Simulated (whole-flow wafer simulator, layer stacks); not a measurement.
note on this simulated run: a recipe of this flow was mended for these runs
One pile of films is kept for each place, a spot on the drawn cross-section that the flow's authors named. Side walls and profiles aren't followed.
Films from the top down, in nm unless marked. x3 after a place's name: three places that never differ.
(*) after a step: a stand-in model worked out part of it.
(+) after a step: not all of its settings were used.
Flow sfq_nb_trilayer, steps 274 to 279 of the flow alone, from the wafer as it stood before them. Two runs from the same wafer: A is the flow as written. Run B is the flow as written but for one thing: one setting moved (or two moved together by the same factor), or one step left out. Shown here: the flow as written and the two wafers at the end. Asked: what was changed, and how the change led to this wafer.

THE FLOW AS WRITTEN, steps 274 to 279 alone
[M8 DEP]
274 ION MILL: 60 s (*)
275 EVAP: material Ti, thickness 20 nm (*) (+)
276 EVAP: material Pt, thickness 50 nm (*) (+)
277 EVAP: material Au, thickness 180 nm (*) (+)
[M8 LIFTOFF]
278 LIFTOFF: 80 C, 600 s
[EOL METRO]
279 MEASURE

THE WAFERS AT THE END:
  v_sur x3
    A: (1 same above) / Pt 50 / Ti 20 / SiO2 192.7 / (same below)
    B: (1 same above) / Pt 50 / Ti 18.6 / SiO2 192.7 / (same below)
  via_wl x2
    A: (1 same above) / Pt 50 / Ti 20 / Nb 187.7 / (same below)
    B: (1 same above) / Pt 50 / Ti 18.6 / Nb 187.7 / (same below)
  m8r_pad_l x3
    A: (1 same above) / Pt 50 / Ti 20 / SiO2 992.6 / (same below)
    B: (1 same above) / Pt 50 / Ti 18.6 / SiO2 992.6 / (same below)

The cause: step 275, EVAP: thickness 18.6 nm was run, where the flow has thickness 20 nm.
It can be read off the wafer: v_sur x3 has Ti 18.6, and step 275 as written asks for 20 nm.

How the change led to this, step by step:
  275 EVAP: material Ti, thickness 20 nm (*) (+)
      field_l, v_sur x3, via_wl x2 and 100 more: A Ti +20 (new film) | B Ti +18.6 (new film)
  278 LIFTOFF: 80 C, 600 s
      p4_fl x5, p4_w1 x9, p3_s0 x11 and 49 more: A Au -180 (all of it), Pt -50 (all of it), Ti -20 (all of it), KrF-resist-other-grade -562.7 (all of it), lift-off-underlayer -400 (all of it) | B Au -180 (all of it), Pt -50 (all of it), Ti -18.6 (all of it), KrF-resist-other-grade -562.7 (all of it), lift-off-underlayer -400 (all of it)
      r_sur, res, r_end: A Au -180 (all of it), Pt -50 (all of it), Ti -20 (all of it), KrF-resist-other-grade -559.9 (all of it), lift-off-underlayer -399.5 (all of it) | B Au -180 (all of it), Pt -50 (all of it), Ti -18.6 (all of it), KrF-resist-other-grade -559.9 (all of it), lift-off-underlayer -399.5 (all of it)
      (and at 18 more places)
